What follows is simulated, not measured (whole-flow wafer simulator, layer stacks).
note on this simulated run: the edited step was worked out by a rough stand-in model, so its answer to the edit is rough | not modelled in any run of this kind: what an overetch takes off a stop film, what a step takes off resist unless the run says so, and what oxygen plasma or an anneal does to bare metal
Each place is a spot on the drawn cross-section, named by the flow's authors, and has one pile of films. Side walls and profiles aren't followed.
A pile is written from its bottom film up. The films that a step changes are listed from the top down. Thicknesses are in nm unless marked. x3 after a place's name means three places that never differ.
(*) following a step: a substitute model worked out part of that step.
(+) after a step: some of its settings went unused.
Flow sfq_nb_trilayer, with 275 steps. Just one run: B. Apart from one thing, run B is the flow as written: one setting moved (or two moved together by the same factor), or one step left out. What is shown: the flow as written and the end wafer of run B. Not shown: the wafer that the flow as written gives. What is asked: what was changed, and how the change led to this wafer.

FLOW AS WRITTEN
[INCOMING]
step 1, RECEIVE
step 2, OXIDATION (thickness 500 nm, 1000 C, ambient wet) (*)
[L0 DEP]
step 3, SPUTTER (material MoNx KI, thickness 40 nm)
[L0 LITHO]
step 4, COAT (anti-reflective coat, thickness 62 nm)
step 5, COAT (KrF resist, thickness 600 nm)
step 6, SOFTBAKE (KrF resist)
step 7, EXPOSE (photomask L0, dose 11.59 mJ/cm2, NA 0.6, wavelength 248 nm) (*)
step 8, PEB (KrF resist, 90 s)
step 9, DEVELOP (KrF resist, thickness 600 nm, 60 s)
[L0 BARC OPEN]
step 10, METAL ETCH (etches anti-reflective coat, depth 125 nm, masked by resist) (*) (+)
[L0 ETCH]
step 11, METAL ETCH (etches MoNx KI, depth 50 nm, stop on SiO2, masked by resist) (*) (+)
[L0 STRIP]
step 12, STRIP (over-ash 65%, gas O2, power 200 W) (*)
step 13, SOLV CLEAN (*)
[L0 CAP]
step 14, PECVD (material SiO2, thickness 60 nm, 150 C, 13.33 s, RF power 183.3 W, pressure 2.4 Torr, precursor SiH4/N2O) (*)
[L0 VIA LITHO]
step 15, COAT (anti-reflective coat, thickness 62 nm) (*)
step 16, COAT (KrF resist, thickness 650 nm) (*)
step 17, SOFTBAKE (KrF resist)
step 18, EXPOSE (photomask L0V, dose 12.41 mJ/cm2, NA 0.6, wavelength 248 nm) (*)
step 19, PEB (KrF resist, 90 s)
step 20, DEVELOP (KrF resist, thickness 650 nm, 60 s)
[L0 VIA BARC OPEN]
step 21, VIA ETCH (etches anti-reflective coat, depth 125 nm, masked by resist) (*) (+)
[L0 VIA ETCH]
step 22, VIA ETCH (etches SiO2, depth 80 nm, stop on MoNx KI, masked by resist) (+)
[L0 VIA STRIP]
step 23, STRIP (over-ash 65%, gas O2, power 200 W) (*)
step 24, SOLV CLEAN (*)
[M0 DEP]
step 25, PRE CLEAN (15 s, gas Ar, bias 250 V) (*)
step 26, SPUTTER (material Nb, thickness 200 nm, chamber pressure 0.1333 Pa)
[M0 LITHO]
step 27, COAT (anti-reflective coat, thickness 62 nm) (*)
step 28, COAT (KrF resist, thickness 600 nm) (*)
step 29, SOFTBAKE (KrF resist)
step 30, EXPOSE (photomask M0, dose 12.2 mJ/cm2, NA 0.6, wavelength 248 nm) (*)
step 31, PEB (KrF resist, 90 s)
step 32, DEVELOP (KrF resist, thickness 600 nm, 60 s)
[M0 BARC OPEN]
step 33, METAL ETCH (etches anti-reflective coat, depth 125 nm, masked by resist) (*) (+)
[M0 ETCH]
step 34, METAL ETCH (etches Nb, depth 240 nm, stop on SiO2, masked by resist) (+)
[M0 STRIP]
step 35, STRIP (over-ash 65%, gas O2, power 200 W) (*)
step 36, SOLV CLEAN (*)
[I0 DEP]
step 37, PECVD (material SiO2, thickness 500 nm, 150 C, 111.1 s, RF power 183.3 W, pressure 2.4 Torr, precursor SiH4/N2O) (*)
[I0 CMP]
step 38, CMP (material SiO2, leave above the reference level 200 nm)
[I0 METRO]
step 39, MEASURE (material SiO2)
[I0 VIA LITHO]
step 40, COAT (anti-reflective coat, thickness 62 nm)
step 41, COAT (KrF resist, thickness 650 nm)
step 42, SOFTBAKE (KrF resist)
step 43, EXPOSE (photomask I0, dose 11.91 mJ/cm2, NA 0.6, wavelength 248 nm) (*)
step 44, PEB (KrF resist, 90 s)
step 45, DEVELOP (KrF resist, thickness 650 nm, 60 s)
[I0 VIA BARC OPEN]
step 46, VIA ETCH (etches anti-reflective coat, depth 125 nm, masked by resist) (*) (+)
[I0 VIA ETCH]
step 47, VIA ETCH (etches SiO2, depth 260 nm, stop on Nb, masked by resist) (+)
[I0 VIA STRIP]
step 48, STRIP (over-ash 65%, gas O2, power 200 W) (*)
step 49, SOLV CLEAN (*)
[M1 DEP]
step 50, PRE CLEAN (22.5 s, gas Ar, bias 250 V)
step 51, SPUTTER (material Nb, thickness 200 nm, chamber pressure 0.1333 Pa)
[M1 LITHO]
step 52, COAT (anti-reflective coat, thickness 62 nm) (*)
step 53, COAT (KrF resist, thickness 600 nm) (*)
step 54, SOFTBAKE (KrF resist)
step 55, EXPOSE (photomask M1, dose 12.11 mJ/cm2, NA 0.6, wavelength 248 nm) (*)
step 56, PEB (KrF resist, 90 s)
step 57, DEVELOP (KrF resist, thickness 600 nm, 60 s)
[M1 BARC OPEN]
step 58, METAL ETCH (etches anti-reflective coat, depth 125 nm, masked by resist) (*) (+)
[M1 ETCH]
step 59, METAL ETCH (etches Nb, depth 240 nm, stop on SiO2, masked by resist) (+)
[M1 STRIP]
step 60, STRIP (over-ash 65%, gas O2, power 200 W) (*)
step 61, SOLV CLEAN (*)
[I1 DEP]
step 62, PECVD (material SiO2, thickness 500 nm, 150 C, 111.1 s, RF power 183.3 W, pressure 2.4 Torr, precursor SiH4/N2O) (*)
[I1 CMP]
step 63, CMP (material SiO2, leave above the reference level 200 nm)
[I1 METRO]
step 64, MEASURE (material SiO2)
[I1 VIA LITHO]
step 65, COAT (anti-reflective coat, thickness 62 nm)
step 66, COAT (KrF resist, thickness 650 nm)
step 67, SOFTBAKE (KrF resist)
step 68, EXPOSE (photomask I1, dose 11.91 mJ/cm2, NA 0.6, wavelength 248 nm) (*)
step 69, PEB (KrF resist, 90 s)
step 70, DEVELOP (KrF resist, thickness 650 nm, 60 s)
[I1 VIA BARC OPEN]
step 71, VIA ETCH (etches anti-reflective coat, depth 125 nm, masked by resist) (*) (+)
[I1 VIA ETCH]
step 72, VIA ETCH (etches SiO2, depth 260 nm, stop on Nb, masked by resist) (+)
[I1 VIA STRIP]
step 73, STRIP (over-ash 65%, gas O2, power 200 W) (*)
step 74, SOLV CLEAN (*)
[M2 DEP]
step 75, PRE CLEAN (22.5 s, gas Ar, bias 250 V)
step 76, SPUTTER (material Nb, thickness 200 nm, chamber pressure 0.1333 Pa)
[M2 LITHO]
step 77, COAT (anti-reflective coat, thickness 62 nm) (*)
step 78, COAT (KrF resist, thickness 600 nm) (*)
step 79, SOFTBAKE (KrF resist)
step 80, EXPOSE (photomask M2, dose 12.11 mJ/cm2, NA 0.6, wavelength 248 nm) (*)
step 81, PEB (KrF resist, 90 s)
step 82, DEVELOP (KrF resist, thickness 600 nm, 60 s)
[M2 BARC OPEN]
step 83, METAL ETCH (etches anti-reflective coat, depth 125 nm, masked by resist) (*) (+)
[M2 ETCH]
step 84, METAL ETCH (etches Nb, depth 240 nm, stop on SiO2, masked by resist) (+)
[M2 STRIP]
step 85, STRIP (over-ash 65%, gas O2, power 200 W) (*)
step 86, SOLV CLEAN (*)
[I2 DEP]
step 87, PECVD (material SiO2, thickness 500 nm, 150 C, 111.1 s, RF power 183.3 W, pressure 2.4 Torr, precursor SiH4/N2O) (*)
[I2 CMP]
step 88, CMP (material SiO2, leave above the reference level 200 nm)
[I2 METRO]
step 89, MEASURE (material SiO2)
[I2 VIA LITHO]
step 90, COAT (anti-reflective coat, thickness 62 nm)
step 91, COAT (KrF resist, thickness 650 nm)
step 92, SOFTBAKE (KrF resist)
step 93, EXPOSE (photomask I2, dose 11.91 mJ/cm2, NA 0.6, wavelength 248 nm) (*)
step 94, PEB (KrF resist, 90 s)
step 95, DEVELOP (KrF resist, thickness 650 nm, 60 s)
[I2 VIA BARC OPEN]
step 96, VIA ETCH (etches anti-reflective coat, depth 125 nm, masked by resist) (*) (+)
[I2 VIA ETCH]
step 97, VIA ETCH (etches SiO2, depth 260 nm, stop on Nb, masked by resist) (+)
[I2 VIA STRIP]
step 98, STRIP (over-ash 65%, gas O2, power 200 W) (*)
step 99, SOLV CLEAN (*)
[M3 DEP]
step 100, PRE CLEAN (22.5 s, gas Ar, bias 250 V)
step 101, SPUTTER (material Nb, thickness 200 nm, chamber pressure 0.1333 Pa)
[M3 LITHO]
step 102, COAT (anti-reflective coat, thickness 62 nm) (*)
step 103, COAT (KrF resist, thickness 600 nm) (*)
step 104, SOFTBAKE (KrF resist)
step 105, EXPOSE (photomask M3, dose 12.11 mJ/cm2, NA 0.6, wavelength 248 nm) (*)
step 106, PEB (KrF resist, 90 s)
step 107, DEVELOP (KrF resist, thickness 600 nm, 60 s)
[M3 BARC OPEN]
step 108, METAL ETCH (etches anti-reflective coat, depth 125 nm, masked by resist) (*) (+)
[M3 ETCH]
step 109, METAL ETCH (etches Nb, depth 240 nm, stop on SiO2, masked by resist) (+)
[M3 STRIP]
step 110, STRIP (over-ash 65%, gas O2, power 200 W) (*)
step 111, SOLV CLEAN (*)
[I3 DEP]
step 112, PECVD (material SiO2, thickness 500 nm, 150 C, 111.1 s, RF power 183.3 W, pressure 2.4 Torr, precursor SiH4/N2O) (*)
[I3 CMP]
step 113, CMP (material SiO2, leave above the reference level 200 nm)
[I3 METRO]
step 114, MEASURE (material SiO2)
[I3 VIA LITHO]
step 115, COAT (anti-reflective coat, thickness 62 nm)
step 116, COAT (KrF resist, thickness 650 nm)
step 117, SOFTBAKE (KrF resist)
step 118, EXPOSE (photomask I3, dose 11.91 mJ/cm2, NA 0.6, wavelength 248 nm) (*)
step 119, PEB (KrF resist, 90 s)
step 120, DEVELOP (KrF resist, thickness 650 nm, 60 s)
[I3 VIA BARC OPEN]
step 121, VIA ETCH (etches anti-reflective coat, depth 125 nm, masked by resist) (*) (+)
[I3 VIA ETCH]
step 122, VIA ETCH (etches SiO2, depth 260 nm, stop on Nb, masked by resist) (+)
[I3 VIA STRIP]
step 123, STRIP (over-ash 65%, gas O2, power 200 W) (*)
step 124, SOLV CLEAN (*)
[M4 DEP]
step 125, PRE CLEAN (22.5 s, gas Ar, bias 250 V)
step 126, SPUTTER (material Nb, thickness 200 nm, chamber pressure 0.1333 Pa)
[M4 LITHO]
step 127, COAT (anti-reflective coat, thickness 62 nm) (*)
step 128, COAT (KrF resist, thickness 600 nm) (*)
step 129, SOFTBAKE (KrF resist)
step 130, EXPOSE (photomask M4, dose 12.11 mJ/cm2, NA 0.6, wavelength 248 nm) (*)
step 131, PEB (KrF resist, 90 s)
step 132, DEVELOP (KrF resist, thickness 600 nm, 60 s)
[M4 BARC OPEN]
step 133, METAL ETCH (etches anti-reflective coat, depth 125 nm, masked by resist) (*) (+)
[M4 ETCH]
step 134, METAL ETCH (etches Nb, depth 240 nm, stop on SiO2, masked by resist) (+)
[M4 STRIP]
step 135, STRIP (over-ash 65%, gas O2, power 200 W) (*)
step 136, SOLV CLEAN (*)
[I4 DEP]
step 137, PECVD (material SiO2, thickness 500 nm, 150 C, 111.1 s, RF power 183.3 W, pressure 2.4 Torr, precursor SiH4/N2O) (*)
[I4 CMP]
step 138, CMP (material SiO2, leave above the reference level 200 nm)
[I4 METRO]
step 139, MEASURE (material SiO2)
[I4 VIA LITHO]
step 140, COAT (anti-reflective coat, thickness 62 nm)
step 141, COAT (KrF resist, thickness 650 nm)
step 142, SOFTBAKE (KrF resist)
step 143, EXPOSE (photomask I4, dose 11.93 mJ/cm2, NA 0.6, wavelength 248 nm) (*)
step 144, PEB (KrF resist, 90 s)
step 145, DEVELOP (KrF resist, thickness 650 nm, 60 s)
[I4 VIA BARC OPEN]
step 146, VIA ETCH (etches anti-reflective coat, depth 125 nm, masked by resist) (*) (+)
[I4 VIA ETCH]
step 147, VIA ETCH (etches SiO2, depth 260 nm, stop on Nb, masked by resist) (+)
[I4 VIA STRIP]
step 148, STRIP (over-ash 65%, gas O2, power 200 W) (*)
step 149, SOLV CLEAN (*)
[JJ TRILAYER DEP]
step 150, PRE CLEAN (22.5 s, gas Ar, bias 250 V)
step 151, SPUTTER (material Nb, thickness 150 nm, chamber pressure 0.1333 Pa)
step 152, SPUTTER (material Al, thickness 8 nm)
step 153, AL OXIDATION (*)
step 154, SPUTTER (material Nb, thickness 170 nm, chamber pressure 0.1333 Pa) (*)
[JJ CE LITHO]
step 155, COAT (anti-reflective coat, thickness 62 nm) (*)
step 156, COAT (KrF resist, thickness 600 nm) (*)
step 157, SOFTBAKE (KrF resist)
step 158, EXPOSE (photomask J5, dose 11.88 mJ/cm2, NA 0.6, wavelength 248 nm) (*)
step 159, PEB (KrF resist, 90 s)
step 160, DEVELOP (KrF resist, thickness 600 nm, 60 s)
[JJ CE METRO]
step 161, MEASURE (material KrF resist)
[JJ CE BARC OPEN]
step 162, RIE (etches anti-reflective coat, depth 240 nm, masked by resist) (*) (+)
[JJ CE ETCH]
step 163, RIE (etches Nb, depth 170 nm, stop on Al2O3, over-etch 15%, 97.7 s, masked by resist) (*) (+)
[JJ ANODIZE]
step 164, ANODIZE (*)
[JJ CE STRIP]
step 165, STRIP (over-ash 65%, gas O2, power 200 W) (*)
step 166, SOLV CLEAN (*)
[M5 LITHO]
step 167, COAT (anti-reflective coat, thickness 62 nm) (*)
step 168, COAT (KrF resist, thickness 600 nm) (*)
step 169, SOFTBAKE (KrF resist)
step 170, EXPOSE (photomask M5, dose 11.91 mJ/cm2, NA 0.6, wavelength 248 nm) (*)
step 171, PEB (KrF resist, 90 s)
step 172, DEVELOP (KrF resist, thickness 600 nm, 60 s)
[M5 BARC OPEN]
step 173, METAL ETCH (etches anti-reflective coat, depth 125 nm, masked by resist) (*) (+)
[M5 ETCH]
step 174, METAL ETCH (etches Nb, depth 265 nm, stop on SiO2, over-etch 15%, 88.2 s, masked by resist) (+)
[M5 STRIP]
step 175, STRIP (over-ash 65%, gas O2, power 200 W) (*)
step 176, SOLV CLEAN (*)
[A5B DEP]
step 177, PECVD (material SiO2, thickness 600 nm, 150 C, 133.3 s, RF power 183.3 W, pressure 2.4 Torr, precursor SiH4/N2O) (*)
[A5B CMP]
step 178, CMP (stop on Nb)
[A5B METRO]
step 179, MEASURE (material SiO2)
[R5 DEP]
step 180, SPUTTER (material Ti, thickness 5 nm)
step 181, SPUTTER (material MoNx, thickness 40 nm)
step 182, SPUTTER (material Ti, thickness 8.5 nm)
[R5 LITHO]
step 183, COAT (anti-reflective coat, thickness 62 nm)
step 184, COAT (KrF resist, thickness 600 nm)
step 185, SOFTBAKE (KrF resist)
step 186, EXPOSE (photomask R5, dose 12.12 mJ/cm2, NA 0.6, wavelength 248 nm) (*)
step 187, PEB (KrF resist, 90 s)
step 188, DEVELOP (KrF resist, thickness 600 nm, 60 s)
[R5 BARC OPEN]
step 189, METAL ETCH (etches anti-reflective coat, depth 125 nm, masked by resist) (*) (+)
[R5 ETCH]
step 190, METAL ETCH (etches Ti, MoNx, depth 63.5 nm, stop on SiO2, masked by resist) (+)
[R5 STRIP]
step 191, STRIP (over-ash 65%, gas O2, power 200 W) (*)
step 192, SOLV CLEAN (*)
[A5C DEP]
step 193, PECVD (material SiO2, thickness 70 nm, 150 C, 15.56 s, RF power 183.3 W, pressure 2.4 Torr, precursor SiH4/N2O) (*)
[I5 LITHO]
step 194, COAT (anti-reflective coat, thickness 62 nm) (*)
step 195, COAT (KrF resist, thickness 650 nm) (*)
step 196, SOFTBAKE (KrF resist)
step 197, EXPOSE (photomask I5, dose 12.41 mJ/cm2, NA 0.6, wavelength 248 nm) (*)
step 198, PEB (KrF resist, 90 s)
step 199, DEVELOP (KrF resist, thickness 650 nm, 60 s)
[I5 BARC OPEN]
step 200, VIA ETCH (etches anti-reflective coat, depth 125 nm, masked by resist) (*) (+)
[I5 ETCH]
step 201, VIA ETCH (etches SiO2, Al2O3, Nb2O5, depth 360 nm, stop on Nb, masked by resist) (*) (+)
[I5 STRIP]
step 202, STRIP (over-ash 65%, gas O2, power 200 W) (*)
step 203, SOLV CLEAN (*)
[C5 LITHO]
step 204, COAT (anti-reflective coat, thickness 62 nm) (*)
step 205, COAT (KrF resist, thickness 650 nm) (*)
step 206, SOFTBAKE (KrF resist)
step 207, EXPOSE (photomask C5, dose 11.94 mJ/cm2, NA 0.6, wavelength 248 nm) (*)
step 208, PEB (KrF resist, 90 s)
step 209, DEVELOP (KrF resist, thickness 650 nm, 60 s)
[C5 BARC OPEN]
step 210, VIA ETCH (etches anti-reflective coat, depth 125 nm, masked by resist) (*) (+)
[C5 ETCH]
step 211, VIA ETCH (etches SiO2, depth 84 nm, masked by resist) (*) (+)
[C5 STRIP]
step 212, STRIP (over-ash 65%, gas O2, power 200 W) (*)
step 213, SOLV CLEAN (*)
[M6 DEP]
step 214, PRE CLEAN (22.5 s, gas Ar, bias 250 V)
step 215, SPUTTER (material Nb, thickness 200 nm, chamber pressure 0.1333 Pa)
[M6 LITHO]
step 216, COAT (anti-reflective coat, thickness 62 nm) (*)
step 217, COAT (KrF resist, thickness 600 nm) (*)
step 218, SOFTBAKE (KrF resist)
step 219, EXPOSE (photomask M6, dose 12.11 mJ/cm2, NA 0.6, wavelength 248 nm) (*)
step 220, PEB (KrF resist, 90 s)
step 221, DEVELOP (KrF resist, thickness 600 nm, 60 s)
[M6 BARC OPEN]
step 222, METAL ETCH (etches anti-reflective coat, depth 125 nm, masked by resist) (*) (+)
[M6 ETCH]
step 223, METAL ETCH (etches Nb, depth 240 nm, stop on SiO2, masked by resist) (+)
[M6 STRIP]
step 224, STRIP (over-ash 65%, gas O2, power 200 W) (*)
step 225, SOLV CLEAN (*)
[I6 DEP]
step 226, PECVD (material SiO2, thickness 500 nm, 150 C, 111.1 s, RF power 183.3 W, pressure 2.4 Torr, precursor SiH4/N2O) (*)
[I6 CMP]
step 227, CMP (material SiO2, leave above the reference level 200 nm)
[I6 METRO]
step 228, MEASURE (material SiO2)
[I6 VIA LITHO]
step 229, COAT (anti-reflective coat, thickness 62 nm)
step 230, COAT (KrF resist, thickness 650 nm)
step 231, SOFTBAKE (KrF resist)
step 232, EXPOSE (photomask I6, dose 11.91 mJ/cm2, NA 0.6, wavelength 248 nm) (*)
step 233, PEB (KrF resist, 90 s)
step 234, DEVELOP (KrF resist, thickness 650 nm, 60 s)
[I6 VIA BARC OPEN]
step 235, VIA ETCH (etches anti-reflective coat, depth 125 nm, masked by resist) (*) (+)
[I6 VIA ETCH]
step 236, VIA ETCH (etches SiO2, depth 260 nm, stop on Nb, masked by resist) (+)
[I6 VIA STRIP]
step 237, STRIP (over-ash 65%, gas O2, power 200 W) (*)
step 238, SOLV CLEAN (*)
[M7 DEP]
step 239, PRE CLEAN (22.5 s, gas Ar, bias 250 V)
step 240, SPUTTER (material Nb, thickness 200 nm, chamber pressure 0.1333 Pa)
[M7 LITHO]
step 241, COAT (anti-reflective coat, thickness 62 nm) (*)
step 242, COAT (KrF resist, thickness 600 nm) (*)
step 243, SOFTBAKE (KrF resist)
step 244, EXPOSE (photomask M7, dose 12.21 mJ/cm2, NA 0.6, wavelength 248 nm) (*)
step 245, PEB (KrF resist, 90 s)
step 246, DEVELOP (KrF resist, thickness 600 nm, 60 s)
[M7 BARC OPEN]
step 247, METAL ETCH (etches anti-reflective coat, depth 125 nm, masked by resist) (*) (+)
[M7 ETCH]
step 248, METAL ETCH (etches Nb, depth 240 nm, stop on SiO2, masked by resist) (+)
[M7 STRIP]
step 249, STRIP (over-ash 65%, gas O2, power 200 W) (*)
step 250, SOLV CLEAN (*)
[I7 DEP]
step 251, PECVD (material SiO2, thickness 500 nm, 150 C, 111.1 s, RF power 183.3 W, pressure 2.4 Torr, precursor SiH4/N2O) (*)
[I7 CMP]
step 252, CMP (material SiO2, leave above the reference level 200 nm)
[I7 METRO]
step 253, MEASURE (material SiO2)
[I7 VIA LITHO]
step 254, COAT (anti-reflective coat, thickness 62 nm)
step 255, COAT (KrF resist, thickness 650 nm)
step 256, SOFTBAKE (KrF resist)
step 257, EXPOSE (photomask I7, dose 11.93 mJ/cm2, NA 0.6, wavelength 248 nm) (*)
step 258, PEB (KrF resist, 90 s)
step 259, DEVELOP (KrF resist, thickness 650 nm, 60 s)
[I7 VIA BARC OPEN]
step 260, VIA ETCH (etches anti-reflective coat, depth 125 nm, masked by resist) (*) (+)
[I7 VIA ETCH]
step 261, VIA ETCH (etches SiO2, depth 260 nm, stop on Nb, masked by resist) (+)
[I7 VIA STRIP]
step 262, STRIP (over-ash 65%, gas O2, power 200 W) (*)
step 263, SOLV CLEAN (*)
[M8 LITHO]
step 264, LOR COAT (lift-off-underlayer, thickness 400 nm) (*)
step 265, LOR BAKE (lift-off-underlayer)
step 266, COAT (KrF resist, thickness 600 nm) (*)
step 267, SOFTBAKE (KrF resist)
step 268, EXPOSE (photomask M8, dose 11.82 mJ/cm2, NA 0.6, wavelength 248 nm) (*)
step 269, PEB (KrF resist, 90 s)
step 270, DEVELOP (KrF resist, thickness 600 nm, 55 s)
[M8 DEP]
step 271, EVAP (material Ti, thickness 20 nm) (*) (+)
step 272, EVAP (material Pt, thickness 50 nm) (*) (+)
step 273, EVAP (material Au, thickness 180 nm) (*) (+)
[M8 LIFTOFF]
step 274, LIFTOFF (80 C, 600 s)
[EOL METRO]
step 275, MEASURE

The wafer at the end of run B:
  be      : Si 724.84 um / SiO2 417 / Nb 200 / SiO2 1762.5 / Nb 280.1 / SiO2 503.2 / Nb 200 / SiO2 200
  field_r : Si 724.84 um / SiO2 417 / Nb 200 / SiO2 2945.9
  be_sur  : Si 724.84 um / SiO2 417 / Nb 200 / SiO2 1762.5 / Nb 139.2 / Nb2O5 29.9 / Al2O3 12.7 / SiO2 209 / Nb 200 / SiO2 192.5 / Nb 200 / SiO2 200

Cause: step 2, OXIDATION: thickness 362 nm was run, while the flow as written has thickness 500 nm.

Step by step, how the change led to this:
  step 2, OXIDATION (thickness 500 nm, 1000 C, ambient wet) (*)
      field_l, v_sur, via_wl and 103 more: +362 SiO2 (new film), -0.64 chemical SiO2 (all of it), -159 Si (as written it would have been: +500 SiO2 (new film), -0.64 chemical SiO2 (all of it), -219.7 Si)
